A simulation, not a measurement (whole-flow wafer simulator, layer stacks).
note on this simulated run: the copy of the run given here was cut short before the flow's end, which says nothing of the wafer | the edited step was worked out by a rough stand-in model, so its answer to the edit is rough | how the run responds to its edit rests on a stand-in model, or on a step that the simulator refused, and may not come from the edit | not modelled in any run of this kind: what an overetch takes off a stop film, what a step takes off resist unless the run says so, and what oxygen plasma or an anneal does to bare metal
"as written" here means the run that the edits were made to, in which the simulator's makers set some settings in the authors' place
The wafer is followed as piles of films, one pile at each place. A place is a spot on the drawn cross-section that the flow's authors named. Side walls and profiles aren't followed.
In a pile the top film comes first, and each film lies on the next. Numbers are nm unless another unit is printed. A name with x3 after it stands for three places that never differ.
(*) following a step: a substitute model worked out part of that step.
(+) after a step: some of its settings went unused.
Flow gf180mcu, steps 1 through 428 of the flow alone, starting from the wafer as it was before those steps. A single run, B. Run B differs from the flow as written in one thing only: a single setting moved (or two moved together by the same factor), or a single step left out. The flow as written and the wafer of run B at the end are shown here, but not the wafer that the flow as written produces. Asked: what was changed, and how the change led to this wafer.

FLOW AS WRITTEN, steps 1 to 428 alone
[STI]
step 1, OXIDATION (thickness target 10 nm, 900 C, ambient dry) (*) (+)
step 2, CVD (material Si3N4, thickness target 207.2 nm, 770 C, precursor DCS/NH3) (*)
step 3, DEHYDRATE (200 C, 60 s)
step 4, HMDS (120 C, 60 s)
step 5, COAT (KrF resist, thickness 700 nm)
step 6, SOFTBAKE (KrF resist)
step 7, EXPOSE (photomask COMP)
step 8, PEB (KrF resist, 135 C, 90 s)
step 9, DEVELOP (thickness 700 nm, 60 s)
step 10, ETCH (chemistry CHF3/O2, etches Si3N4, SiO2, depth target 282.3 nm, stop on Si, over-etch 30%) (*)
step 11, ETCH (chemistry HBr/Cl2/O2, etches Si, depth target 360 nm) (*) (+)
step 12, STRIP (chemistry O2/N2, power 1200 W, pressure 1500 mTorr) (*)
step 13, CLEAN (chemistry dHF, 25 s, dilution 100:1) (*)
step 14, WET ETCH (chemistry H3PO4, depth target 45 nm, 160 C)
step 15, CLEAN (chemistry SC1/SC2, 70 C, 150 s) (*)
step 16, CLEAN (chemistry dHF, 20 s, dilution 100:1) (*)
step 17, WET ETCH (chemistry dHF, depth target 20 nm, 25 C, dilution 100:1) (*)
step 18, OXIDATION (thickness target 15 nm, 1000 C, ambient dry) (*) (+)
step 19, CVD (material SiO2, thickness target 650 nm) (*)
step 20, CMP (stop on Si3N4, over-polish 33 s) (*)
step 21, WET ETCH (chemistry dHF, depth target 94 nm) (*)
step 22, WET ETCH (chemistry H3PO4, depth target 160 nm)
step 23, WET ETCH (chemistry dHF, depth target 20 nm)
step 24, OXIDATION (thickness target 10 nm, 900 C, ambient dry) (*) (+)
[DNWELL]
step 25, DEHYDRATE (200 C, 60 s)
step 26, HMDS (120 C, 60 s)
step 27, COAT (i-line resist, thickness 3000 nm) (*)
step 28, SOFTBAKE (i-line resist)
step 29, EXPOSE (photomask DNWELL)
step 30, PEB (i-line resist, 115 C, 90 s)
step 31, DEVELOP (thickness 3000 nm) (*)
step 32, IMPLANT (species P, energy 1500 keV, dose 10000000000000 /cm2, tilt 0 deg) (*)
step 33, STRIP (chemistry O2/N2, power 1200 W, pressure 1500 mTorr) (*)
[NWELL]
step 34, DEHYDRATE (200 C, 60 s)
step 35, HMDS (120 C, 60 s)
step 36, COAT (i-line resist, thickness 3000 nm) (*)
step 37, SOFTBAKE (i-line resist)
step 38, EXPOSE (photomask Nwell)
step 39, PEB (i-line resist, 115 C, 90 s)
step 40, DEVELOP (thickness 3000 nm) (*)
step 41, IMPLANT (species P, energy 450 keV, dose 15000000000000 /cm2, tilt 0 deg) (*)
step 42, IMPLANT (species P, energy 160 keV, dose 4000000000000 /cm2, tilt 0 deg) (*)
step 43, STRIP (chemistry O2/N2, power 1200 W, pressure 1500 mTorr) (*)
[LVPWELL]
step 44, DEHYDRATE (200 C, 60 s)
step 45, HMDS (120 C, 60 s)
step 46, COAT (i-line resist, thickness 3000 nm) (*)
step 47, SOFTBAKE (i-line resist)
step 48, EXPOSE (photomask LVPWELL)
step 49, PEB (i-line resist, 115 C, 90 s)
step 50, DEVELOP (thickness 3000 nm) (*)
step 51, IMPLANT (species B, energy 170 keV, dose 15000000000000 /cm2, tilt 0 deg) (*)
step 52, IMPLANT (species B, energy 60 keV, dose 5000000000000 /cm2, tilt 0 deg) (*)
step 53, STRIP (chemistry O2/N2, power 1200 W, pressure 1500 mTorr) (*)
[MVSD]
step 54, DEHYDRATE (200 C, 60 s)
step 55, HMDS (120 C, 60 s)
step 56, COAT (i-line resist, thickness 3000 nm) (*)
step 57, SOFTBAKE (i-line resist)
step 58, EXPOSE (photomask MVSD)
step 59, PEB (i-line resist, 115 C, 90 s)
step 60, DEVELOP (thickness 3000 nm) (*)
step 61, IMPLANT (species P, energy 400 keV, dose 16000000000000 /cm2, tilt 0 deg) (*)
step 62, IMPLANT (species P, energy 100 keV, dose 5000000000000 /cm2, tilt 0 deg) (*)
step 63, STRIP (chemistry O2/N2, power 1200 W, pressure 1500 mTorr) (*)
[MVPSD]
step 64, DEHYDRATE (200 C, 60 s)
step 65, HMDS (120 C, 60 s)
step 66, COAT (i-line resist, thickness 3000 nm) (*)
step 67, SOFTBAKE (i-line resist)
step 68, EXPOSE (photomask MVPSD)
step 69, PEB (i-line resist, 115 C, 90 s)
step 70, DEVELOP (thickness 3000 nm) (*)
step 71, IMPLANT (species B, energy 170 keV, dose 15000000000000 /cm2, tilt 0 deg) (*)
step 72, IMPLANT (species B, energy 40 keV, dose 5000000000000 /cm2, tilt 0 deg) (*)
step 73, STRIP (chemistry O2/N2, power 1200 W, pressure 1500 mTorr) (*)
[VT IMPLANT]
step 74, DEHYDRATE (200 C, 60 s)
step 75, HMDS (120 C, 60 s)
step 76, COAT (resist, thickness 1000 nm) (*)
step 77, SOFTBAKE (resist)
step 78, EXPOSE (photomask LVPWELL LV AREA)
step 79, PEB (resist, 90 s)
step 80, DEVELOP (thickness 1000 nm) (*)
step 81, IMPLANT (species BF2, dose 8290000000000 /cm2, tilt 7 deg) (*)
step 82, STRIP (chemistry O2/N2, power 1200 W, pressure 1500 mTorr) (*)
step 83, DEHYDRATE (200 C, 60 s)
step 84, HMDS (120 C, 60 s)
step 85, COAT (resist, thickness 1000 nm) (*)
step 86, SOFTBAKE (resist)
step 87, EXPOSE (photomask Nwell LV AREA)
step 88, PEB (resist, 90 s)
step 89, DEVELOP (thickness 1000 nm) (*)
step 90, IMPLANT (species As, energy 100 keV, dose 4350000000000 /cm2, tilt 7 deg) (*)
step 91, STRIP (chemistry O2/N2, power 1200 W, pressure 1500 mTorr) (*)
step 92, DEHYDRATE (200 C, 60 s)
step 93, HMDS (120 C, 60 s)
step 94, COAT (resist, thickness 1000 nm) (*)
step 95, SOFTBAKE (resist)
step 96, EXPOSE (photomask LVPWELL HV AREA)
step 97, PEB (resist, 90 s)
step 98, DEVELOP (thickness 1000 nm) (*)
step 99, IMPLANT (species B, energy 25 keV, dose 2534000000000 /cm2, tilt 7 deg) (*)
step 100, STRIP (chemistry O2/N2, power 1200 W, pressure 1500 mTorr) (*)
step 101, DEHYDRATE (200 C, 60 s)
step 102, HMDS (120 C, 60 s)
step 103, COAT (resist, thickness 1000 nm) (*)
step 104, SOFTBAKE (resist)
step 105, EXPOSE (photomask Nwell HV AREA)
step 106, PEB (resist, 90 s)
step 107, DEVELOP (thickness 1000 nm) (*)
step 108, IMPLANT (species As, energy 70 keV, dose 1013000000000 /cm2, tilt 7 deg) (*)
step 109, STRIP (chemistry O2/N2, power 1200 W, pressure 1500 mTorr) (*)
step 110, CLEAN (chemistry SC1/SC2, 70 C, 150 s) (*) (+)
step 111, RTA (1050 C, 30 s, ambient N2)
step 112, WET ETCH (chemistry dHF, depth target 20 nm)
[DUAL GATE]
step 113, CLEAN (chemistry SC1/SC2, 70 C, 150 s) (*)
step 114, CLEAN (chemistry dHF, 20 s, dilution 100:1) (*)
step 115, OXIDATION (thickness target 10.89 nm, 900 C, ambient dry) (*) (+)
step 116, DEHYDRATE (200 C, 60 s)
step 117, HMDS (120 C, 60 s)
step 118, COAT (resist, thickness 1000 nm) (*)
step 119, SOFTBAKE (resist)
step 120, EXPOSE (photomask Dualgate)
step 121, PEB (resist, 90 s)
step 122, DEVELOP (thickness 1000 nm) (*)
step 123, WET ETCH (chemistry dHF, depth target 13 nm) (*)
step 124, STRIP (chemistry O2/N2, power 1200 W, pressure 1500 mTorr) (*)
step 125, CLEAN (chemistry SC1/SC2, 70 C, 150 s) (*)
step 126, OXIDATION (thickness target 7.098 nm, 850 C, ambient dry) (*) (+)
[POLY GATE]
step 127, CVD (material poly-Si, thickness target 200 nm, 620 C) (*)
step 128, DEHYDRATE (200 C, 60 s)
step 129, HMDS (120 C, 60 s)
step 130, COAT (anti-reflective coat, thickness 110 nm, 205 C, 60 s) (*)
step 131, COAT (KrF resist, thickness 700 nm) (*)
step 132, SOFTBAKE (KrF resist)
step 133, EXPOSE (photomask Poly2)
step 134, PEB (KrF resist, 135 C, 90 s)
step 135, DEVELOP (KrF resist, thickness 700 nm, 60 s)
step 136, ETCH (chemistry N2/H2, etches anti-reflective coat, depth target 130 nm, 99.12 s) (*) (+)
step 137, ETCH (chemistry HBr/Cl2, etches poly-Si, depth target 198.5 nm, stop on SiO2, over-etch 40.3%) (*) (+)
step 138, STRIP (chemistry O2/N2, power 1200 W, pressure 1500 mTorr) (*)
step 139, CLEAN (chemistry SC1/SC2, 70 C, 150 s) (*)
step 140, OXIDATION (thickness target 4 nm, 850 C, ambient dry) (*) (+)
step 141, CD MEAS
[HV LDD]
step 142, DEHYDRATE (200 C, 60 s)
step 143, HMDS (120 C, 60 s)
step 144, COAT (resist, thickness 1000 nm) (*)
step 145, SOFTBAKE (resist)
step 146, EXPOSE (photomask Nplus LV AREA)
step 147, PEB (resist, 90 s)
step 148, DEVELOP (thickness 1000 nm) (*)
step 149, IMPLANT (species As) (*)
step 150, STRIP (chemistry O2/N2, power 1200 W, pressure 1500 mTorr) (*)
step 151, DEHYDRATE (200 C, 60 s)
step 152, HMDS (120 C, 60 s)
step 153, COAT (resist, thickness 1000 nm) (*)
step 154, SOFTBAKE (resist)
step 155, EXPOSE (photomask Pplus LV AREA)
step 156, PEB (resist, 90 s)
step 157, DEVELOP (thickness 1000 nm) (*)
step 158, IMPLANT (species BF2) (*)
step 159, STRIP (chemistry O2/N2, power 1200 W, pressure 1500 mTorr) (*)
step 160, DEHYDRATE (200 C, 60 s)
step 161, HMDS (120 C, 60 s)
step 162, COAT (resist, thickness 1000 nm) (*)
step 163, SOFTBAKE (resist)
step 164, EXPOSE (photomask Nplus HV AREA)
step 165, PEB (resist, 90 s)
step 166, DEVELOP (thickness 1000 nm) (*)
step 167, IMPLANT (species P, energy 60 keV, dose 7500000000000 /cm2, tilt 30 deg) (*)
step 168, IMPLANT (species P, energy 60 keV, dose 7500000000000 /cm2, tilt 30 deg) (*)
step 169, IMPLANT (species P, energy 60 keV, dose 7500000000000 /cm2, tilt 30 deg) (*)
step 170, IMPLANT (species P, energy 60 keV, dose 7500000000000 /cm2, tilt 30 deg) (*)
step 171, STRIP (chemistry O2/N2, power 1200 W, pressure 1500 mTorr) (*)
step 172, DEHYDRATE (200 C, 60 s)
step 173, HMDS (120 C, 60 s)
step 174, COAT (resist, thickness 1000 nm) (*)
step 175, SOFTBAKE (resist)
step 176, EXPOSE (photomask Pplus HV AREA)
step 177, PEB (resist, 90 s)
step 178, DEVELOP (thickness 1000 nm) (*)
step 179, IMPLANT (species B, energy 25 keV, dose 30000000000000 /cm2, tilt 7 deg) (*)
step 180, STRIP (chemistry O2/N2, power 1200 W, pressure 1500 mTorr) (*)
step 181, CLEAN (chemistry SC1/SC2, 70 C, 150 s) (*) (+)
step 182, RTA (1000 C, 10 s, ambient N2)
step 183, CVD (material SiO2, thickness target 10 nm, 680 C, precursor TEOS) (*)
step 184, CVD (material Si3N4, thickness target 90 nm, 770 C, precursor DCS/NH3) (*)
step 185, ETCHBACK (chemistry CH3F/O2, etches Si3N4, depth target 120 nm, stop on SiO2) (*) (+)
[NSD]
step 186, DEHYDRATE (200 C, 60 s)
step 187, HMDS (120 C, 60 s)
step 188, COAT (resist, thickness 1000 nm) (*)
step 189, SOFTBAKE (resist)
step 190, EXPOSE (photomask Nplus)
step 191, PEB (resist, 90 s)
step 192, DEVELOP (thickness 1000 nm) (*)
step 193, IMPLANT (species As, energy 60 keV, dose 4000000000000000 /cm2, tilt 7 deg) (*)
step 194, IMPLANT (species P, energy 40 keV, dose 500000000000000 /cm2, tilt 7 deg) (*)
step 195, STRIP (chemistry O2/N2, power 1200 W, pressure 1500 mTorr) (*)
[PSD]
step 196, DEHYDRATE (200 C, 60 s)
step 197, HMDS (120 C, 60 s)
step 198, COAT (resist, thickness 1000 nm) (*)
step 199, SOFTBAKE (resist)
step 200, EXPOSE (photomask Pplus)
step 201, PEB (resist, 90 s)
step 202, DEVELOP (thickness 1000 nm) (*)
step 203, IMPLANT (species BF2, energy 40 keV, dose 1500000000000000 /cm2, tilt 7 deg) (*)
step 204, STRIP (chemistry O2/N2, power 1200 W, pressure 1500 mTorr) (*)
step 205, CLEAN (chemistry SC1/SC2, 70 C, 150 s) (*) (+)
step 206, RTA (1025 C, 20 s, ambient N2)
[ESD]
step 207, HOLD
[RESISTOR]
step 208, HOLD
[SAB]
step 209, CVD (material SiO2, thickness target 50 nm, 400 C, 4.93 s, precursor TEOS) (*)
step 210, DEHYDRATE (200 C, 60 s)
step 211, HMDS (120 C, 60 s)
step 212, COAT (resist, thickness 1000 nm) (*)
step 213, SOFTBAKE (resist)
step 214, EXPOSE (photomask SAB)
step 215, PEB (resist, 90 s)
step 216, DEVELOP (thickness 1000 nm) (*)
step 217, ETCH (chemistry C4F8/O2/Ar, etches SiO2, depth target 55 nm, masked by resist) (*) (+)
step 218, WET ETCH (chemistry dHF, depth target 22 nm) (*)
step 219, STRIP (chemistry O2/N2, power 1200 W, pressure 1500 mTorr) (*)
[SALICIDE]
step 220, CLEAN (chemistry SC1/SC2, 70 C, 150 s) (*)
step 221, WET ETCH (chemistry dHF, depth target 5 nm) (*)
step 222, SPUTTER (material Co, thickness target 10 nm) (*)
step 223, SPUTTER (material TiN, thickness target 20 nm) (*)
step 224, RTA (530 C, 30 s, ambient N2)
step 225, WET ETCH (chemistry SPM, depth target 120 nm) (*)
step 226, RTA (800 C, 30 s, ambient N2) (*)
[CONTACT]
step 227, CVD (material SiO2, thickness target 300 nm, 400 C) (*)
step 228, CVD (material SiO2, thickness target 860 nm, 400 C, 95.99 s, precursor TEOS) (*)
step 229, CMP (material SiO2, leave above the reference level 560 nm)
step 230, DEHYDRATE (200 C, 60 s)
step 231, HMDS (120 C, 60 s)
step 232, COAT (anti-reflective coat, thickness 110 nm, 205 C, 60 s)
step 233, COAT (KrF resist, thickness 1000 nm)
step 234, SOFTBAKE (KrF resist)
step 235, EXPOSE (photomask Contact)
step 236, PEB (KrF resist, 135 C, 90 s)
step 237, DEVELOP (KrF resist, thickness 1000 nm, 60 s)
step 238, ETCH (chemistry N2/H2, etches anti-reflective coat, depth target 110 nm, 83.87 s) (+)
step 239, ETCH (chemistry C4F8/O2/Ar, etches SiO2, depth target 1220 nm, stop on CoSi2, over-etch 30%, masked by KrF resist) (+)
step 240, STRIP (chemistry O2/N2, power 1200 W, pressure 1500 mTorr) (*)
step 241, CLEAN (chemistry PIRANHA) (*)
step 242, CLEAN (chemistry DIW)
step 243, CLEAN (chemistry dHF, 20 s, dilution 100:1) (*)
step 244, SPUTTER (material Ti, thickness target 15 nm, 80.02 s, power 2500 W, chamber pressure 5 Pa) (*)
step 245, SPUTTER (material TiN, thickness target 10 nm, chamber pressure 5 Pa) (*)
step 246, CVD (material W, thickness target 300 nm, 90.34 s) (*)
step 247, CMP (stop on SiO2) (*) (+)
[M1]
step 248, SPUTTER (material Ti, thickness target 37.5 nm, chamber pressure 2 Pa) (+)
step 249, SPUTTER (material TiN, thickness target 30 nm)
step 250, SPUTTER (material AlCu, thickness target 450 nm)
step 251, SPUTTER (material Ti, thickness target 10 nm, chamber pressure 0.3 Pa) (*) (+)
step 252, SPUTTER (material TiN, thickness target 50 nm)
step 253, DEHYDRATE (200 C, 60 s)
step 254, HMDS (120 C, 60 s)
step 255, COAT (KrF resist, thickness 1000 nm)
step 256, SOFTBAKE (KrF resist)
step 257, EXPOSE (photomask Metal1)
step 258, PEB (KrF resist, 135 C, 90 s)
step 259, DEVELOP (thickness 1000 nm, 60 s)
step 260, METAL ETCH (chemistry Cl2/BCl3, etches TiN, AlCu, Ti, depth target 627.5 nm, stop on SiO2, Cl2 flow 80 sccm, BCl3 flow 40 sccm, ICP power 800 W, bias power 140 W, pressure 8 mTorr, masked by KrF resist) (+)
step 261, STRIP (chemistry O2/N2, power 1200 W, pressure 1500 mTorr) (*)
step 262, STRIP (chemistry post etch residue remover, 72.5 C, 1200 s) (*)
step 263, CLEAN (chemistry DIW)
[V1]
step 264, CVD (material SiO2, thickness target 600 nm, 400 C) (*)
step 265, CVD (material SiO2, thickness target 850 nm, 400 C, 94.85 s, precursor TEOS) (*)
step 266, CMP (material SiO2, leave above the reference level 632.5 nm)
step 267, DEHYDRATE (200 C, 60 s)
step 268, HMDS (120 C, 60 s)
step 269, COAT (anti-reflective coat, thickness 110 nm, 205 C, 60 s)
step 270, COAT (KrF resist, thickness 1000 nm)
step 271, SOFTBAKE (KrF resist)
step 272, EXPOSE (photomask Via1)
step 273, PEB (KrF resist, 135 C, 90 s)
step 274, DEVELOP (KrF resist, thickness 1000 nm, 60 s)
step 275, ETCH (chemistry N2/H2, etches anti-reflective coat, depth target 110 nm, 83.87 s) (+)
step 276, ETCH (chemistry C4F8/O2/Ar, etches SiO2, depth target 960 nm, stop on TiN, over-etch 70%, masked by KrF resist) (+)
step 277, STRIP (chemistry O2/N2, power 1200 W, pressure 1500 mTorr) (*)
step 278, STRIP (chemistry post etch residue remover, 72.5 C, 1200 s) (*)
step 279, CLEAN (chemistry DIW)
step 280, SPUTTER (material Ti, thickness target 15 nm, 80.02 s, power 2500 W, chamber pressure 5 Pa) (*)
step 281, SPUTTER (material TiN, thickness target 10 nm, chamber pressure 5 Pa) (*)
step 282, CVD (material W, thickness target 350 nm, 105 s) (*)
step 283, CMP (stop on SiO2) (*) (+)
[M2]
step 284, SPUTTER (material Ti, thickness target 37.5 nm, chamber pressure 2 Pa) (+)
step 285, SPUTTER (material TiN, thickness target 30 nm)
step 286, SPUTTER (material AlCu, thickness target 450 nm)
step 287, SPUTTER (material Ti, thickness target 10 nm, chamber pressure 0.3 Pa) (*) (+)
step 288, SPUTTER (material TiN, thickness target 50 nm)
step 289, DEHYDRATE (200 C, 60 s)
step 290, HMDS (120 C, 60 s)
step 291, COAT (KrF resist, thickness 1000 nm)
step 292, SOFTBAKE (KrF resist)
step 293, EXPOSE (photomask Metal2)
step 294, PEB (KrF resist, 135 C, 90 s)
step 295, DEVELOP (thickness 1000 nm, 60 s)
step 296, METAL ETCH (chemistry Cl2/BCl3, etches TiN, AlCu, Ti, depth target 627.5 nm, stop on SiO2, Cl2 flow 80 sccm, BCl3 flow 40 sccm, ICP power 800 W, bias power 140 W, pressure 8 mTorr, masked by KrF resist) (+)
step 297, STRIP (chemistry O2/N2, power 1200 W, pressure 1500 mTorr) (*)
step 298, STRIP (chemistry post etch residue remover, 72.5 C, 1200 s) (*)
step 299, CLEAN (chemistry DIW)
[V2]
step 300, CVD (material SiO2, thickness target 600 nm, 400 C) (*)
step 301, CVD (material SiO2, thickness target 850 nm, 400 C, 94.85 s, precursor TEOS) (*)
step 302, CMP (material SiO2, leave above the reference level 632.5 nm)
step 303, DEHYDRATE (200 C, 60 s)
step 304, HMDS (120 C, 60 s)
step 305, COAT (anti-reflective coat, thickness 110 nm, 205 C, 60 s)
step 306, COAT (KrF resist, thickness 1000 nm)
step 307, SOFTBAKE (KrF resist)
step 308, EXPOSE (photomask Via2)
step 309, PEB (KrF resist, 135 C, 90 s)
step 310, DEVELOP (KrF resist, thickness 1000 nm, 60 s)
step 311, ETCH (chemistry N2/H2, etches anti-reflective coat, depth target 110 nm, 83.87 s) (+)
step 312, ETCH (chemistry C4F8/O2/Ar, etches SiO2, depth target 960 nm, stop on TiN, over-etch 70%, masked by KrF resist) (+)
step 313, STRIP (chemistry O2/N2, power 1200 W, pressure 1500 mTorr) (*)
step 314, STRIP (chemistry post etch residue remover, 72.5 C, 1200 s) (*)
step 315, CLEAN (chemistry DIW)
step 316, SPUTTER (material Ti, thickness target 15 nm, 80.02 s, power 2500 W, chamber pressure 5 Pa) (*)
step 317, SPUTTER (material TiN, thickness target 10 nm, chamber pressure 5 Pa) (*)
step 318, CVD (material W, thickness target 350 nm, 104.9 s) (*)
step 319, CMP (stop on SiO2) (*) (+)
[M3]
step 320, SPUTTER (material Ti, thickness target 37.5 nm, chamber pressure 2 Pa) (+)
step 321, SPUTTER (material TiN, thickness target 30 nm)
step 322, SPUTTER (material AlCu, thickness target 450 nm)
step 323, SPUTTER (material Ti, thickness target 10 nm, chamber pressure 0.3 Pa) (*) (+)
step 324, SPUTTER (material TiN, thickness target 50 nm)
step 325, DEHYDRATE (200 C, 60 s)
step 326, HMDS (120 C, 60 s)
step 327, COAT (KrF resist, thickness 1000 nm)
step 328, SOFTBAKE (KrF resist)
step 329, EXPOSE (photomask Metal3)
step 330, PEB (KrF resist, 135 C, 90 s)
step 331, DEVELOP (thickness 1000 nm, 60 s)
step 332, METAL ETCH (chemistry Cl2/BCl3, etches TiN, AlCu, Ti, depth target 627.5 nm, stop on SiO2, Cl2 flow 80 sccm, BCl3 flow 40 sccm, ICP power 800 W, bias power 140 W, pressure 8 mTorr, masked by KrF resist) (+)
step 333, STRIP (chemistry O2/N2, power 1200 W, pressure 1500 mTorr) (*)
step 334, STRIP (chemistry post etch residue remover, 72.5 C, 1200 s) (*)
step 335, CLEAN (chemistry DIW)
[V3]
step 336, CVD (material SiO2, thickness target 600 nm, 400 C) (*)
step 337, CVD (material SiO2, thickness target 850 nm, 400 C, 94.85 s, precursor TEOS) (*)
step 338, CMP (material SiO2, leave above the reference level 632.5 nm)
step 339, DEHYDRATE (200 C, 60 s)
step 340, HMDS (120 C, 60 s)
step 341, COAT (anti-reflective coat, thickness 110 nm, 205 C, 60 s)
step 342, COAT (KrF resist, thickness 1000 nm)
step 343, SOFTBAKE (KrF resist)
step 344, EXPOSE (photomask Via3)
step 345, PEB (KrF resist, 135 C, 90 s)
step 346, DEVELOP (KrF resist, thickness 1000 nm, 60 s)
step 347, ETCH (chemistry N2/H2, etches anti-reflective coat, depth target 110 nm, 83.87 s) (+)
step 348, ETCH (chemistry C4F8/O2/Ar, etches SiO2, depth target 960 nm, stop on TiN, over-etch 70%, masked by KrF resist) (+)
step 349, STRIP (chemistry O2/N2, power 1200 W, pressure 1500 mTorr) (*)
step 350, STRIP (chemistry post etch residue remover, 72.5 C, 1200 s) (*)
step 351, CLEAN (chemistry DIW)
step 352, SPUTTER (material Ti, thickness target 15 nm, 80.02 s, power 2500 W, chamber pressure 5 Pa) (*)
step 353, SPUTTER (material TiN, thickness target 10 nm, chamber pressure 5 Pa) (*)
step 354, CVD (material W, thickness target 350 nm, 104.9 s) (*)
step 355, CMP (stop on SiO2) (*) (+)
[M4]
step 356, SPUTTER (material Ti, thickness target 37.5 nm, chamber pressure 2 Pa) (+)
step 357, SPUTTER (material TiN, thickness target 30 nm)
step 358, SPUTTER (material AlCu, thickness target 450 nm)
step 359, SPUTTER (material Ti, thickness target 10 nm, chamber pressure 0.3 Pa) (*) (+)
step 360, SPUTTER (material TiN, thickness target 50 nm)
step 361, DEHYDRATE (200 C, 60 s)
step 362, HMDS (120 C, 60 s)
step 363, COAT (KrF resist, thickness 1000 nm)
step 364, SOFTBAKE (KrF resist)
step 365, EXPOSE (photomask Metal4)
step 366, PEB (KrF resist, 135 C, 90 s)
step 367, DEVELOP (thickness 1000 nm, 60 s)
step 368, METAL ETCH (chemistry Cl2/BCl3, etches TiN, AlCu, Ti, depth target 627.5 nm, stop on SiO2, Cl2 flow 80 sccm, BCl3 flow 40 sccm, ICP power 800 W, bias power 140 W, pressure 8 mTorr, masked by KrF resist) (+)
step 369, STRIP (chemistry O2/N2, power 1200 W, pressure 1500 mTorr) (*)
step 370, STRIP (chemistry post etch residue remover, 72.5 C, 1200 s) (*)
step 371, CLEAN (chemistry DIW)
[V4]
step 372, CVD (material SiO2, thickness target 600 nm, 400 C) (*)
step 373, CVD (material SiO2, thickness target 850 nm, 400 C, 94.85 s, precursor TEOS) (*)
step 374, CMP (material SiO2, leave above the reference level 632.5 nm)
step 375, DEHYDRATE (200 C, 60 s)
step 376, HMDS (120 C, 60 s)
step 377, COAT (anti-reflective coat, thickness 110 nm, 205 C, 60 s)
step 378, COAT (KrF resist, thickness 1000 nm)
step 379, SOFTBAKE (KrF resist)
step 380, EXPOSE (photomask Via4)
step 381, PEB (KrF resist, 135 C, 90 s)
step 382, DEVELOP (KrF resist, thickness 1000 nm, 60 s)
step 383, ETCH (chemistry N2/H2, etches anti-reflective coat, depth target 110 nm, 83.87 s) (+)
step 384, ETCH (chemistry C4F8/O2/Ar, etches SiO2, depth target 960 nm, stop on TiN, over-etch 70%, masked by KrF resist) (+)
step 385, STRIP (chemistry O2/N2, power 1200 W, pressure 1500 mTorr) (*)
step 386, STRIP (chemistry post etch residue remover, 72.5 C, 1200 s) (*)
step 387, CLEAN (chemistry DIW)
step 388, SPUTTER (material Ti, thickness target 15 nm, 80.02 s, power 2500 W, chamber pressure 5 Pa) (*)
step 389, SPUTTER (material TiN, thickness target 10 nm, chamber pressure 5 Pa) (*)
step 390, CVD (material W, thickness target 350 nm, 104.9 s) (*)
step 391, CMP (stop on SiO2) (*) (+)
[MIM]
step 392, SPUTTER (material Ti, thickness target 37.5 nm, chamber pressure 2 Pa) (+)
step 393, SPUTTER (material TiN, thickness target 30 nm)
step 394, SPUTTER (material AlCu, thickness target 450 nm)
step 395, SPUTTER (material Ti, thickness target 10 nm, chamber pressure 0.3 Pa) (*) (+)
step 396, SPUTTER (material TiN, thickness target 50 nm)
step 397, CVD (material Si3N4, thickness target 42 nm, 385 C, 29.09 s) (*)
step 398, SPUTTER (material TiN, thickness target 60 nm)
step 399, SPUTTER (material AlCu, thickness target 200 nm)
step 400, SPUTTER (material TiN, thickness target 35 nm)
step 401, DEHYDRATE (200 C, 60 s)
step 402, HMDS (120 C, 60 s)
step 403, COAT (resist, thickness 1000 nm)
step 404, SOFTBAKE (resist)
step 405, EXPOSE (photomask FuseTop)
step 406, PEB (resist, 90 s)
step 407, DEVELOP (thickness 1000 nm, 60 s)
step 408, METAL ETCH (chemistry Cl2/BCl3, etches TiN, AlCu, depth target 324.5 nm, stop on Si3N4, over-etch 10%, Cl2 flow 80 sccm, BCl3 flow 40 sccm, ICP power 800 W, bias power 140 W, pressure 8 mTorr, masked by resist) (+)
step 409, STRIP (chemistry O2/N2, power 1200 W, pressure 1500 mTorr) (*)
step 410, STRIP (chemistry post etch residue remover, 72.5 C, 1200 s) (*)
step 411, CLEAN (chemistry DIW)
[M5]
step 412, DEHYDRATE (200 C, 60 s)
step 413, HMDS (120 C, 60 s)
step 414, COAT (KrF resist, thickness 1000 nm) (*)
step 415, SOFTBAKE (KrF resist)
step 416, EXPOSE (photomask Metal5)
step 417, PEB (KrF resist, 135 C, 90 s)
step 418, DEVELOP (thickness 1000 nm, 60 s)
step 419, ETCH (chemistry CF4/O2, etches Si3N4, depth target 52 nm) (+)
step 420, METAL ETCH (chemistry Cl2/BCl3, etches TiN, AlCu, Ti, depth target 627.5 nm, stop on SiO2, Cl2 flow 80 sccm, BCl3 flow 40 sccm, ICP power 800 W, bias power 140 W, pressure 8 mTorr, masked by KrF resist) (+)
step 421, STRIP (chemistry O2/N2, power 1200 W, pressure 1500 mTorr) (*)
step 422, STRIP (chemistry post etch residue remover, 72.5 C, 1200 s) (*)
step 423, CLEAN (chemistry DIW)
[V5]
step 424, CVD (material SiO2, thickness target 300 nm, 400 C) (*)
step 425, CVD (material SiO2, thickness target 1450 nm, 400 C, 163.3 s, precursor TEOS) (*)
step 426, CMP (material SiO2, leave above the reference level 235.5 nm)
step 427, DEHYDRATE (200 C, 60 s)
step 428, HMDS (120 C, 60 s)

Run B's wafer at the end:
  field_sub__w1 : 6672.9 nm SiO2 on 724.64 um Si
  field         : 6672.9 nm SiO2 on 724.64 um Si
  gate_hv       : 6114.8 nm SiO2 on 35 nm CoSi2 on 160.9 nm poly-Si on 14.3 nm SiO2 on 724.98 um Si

Cause: step 425, CVD: 65.31 s was run, whereas the flow has 163.3 s.

The path from the change to this, step by step:
  step 425, CVD (material SiO2, thickness target 1450 nm, 400 C, 163.3 s, precursor TEOS) (*)
      field, field__w1, field__w4 and 100 more: +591 SiO2 (as written it would have been: +1450 SiO2)
      field__w2, field__w3, field__w12 and 6 more: +580.1 SiO2 (as written it would have been: +1421.8 SiO2)
  step 426, CMP (material SiO2, leave above the reference level 235.5 nm)
      field, field__w1, field__w5 and 92 more: nothing (as written it would have been: -300.8 SiO2)
      field__w2, field__w3, field__w12 and 6 more: nothing (as written it would have been: -272.7 SiO2)
      (as well as at 8 more places)
